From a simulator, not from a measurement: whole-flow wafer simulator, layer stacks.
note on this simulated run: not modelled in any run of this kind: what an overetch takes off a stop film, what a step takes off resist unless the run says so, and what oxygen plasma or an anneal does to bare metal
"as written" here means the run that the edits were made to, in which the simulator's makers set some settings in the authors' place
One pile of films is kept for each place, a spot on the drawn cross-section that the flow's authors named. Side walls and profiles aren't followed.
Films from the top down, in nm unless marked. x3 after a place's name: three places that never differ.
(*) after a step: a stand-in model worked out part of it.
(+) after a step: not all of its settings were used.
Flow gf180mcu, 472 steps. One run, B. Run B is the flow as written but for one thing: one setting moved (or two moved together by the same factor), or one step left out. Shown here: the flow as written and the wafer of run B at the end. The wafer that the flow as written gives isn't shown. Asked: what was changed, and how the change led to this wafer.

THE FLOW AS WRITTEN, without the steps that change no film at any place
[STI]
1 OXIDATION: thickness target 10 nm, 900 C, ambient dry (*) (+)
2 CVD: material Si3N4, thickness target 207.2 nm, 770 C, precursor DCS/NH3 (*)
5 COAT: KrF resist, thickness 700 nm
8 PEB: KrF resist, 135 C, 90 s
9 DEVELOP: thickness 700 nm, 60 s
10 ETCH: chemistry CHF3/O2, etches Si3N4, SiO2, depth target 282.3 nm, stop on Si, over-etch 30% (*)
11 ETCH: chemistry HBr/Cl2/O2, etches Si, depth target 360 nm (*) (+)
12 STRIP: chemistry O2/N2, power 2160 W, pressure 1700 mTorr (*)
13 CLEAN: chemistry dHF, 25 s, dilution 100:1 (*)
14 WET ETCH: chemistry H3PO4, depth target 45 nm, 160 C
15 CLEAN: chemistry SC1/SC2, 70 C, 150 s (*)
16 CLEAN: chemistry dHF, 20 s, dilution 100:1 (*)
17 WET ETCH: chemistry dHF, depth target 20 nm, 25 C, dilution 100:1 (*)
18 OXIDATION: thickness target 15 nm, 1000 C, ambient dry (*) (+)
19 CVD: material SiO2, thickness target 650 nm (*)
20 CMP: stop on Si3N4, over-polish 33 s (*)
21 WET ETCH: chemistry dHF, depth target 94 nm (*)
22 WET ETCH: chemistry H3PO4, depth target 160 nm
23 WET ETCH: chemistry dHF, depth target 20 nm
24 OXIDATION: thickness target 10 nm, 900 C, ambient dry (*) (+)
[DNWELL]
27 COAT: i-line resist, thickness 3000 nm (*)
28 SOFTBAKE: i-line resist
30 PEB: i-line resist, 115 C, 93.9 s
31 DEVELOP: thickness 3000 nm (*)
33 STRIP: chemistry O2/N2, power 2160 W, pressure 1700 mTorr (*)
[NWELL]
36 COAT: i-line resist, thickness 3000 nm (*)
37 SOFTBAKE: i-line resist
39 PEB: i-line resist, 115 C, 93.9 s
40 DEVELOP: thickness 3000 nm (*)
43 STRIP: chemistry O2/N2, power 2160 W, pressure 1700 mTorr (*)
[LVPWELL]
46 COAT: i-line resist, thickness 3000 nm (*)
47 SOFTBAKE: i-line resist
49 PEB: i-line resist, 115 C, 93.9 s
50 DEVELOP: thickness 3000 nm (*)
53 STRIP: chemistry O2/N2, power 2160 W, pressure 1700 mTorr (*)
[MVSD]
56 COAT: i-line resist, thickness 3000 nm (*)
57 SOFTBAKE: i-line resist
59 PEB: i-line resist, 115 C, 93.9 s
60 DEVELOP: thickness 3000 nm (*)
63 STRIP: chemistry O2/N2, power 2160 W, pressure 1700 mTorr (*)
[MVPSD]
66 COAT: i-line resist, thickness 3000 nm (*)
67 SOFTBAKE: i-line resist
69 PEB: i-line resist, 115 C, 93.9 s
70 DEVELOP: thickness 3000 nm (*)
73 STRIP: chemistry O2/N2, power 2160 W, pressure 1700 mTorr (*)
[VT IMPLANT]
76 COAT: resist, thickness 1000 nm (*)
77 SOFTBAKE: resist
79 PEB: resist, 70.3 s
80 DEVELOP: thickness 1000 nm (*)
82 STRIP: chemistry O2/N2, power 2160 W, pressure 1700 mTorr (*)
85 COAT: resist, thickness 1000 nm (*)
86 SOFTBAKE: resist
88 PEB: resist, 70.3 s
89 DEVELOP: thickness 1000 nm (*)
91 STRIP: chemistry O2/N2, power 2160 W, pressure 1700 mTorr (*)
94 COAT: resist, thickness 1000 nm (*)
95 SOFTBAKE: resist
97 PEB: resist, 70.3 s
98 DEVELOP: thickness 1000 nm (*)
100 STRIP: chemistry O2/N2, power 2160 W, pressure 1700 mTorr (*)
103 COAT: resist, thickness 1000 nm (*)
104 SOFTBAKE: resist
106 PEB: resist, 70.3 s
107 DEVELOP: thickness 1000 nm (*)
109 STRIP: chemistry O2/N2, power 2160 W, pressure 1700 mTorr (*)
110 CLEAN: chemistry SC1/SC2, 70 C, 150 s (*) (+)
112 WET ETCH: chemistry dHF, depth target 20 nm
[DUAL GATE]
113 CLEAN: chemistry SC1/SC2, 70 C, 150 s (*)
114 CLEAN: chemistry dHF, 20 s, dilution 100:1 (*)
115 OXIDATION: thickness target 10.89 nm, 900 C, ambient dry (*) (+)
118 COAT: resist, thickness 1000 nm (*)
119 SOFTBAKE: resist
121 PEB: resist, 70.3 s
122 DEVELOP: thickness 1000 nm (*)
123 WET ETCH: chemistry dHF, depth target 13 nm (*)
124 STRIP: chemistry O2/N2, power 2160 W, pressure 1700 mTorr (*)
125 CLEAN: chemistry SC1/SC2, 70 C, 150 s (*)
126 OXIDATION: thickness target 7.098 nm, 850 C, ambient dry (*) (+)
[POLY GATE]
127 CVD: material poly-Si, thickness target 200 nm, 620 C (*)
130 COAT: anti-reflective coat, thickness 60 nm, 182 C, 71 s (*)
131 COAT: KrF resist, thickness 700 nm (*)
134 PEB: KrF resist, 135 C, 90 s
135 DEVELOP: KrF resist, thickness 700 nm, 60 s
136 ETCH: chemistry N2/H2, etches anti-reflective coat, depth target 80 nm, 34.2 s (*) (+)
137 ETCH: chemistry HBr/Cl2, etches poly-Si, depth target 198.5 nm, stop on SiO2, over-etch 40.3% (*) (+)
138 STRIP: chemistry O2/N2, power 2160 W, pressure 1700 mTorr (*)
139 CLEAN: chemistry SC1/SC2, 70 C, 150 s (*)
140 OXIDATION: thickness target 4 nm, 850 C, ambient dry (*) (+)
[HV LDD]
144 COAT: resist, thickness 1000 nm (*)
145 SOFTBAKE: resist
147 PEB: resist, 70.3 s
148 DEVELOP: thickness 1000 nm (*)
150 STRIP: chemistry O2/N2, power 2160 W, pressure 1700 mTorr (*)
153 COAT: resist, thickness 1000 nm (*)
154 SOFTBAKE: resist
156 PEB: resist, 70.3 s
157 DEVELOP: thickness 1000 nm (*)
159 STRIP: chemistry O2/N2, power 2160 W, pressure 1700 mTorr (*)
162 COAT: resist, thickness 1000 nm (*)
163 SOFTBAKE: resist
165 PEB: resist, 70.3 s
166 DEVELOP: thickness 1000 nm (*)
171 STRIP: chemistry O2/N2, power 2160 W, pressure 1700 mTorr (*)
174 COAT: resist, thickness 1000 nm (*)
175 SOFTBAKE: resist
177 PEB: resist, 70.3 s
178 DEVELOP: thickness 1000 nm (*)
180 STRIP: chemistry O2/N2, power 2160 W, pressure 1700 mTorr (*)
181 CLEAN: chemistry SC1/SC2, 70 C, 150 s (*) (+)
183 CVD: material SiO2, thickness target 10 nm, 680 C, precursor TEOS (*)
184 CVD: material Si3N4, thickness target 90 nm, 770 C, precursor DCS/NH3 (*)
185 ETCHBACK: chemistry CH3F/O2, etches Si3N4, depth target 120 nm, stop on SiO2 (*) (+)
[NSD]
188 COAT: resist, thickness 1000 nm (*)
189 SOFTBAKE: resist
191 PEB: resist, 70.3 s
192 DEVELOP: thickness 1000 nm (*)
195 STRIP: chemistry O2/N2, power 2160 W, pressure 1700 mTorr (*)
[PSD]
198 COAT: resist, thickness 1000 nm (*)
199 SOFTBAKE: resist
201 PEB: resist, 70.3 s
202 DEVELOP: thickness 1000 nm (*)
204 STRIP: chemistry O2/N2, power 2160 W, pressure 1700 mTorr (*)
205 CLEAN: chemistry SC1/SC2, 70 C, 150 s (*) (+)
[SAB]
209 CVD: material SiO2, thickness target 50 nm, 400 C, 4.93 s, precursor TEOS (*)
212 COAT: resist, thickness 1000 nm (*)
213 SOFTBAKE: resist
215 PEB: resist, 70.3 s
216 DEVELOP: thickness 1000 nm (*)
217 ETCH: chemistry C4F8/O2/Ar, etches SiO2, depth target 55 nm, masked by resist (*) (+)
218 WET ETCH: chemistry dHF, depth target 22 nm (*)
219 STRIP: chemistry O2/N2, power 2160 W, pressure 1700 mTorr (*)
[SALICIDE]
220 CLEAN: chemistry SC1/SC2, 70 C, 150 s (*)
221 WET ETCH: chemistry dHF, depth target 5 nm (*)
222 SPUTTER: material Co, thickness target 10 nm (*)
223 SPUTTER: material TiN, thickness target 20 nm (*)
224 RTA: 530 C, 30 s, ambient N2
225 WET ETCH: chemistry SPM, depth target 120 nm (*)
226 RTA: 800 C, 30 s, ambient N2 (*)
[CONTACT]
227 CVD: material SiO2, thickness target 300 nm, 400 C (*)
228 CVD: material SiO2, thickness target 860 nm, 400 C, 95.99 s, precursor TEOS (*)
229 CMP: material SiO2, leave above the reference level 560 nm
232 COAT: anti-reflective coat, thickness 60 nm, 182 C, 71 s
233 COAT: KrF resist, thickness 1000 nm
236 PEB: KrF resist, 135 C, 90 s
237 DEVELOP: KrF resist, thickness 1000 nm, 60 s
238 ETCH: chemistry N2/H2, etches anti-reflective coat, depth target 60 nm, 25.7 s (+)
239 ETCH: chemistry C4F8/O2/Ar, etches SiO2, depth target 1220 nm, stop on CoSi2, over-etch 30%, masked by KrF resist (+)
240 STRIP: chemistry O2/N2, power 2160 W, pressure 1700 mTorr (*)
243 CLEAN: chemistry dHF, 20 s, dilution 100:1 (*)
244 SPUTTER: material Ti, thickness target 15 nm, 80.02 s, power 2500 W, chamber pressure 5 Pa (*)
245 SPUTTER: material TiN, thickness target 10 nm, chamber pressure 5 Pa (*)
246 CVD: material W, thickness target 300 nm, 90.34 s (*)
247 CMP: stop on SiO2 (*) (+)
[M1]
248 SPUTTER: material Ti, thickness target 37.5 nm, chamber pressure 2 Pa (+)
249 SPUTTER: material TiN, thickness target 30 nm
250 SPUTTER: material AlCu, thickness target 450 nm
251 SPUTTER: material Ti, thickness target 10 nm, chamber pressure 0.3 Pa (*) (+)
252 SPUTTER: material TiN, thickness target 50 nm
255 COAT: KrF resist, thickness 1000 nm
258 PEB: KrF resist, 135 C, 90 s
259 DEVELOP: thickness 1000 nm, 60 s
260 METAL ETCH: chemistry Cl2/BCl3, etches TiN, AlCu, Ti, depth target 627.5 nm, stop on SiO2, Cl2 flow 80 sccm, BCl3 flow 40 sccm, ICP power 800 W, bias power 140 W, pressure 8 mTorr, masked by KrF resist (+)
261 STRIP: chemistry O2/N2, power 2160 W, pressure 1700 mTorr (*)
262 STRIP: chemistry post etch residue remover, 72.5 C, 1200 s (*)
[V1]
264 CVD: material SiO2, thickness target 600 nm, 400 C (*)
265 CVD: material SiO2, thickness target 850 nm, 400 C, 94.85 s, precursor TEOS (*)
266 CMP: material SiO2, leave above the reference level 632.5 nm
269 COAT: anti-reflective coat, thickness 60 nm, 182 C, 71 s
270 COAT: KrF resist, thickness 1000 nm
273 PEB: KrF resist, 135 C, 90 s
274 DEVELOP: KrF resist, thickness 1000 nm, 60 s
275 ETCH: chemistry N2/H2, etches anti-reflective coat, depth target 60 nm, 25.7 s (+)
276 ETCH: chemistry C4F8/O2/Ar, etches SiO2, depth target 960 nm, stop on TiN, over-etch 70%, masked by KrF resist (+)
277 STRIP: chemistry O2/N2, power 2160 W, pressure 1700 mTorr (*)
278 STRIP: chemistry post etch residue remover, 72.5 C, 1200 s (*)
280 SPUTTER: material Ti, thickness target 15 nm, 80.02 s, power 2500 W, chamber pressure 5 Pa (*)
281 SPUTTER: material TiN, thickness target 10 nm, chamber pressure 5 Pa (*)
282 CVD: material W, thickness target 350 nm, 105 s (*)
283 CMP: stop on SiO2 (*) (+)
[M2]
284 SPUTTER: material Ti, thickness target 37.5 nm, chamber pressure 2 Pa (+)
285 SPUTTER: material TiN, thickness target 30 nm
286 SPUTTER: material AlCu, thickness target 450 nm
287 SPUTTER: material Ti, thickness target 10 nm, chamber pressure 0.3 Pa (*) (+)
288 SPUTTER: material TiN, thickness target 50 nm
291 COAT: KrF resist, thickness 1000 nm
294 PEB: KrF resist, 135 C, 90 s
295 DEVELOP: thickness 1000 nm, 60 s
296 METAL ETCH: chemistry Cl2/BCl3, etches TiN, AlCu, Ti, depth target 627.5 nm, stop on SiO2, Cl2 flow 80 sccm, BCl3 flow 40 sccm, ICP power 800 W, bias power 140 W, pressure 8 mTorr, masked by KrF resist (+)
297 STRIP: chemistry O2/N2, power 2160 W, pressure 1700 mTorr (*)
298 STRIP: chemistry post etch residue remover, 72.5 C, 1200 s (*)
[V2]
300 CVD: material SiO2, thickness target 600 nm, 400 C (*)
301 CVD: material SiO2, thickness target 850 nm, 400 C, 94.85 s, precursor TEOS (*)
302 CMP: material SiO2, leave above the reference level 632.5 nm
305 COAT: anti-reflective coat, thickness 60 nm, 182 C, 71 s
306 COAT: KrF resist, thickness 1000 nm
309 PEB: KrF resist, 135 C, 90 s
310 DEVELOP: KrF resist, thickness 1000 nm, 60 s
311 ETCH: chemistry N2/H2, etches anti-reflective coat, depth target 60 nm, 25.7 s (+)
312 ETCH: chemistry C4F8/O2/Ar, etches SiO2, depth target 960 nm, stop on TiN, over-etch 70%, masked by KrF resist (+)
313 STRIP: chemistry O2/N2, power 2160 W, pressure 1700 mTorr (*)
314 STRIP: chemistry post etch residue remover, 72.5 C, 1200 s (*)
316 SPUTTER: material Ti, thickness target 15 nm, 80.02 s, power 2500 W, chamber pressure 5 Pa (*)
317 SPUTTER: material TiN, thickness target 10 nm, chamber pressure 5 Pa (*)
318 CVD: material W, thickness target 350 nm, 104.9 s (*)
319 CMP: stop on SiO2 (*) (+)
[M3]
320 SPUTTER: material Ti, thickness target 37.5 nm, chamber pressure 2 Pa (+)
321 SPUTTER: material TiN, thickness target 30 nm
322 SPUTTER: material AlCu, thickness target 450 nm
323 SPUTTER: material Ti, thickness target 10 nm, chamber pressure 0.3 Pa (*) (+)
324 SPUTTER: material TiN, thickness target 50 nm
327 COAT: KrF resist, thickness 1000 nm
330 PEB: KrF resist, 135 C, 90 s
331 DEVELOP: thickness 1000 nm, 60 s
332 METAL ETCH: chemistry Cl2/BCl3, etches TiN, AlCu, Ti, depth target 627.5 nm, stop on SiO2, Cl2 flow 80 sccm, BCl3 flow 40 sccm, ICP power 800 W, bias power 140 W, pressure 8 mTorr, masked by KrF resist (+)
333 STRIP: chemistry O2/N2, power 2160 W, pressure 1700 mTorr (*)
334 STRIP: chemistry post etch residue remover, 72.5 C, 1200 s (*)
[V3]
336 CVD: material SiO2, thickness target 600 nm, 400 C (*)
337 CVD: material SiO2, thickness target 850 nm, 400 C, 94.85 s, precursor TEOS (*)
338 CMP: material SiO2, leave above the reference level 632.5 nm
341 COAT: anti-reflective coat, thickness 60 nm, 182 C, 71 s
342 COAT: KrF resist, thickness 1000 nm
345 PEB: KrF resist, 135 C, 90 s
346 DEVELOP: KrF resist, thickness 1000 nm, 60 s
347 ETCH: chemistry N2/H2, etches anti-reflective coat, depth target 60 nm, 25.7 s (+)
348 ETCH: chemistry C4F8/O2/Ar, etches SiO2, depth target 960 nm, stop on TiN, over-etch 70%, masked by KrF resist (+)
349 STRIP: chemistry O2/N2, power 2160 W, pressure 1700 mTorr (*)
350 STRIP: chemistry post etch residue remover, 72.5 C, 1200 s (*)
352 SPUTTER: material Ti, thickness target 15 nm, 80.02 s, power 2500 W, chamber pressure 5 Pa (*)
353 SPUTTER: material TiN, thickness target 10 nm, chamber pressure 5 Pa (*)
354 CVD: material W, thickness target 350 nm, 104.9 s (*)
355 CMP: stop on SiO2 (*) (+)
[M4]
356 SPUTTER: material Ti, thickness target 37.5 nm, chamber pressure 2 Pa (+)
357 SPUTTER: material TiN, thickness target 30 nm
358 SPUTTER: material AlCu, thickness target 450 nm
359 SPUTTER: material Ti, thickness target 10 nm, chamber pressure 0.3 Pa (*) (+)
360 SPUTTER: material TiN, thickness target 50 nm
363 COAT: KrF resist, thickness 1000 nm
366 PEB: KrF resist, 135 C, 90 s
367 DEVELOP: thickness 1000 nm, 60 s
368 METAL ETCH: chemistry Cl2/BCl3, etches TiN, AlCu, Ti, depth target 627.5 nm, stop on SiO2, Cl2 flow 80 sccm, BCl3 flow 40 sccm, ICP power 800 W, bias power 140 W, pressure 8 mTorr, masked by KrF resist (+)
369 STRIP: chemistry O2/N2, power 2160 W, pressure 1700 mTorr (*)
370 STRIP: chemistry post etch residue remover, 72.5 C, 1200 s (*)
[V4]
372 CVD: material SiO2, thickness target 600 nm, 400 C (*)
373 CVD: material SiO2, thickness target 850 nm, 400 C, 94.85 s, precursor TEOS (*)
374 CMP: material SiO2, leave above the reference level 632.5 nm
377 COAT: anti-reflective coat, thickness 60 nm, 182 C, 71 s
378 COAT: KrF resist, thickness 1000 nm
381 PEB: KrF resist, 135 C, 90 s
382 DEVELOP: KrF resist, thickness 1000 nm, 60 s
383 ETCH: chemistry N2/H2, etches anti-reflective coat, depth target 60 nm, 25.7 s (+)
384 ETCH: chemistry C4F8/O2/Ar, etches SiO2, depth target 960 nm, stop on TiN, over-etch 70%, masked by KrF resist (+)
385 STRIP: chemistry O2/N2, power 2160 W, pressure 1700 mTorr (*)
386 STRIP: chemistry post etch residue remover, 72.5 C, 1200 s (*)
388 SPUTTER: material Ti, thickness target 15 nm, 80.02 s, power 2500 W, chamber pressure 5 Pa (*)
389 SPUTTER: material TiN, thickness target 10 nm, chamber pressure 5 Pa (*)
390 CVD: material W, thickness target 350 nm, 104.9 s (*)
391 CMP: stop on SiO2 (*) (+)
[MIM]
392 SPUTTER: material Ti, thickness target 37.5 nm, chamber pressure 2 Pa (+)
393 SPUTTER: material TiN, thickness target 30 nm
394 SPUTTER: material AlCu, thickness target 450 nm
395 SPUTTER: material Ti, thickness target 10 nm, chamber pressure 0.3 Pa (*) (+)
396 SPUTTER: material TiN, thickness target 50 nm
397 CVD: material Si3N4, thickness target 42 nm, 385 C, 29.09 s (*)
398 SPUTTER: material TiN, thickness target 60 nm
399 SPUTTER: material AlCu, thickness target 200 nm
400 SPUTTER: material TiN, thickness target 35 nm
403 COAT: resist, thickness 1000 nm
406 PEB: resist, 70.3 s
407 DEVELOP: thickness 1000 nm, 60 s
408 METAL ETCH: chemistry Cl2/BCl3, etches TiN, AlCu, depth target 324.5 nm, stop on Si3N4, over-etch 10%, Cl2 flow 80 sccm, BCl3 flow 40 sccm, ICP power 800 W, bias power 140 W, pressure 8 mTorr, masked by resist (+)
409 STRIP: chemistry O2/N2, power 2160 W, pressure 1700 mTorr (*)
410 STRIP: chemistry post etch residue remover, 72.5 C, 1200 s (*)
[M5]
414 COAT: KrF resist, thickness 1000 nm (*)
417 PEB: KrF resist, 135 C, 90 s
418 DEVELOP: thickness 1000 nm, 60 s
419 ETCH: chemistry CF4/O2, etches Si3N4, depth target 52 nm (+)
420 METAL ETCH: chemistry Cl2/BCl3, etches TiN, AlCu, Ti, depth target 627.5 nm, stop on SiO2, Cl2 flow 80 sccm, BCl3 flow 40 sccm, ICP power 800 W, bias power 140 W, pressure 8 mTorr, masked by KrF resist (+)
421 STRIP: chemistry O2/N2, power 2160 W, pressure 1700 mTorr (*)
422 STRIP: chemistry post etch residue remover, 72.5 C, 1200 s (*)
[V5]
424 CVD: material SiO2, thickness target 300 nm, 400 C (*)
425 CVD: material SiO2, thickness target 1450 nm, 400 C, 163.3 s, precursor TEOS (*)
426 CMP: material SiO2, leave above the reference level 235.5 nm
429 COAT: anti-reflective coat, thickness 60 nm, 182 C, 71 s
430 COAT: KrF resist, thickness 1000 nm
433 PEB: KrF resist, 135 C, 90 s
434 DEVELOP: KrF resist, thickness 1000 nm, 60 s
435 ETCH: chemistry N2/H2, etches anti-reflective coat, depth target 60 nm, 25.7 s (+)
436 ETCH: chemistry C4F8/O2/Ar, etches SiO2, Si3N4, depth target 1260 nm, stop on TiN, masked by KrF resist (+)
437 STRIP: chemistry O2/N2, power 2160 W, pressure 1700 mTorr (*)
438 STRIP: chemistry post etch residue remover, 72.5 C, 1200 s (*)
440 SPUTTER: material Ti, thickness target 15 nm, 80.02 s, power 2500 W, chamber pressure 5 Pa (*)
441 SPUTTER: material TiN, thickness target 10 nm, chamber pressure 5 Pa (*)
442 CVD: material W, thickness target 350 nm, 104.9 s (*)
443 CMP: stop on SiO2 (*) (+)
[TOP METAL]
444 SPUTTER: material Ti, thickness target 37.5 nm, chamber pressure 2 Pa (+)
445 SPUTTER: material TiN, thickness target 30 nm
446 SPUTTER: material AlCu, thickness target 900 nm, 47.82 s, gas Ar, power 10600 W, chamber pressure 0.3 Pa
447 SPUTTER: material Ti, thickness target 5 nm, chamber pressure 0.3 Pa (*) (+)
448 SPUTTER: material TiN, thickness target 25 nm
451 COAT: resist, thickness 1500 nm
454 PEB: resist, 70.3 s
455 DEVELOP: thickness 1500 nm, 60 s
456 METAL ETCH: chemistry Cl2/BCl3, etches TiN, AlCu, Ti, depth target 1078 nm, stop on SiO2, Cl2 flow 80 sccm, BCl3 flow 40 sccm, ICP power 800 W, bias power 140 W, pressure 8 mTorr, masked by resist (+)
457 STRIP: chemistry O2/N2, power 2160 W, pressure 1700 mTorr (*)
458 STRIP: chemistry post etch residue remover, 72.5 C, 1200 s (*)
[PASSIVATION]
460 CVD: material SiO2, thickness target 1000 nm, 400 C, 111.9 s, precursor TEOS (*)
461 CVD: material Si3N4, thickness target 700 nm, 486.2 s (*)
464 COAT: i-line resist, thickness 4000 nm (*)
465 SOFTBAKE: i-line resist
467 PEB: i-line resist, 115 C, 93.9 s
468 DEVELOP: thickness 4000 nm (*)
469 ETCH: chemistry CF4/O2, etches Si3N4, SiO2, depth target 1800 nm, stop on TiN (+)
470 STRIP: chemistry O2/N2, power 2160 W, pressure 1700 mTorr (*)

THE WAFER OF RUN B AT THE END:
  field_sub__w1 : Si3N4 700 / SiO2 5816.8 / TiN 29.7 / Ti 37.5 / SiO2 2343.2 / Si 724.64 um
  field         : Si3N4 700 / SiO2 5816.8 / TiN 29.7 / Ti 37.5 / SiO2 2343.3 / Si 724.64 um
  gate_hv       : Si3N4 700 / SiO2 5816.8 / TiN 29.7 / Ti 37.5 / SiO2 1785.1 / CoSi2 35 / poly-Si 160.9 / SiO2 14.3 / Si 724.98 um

The cause: step 296, METAL ETCH: depth target 508.3 nm was run, where the flow has depth target 627.5 nm.

How the change led to this, step by step:
  296 METAL ETCH: chemistry Cl2/BCl3, etches TiN, AlCu, Ti, depth target 627.5 nm, stop on SiO2, Cl2 flow 80 sccm, BCl3 flow 40 sccm, ICP power 800 W, bias power 140 W, pressure 8 mTorr, masked by KrF resist (+)
      field, field__w1, field__w2 and 103 more: TiN -50 (all of it), Ti -10 (all of it), AlCu -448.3 (as written it would be: TiN -50 (all of it), Ti -10 (all of it), AlCu -450 (all of it), TiN -30 (all of it), Ti -37.5 (all of it))
      field__w8, contact, m1, m1__w1, m1_nw: KrF resist -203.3 (as written it would be: KrF resist -251)
  297 STRIP: chemistry O2/N2, power 2160 W, pressure 1700 mTorr (*)
      field__w8, contact, m1, m1__w1, m1_nw: KrF resist -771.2 (all of it) (as written it would be: KrF resist -723.5 (all of it))
  298 STRIP: chemistry post etch residue remover, 72.5 C, 1200 s (*)
      field, field__w1, field__w2 and 103 more: AlCu -1.7 (all of it), TiN -0.3 (as written it would be: nothing)
  300 CVD: material SiO2, thickness target 600 nm, 400 C (*)
      field, field__w1, field__w2 and 103 more: SiO2 +600 (new film) (as written it would be: SiO2 +600)
  302 CMP: material SiO2, leave above the reference level 632.5 nm
      field, field__w1, field__w2 and 103 more: SiO2 -367.2 (as written it would be: SiO2 -300)
Counting metal films that touch as one body, field_sub__w1 has 1 body; the flow as written gives 0 bodies.
Counting metal films that touch as one body, field has 1 body; the flow as written gives 0 bodies.
Counting metal films that touch as one body, gate_hv has 2 bodies (between them, from the top down: SiO2 1785.1); the flow as written gives 1 body.
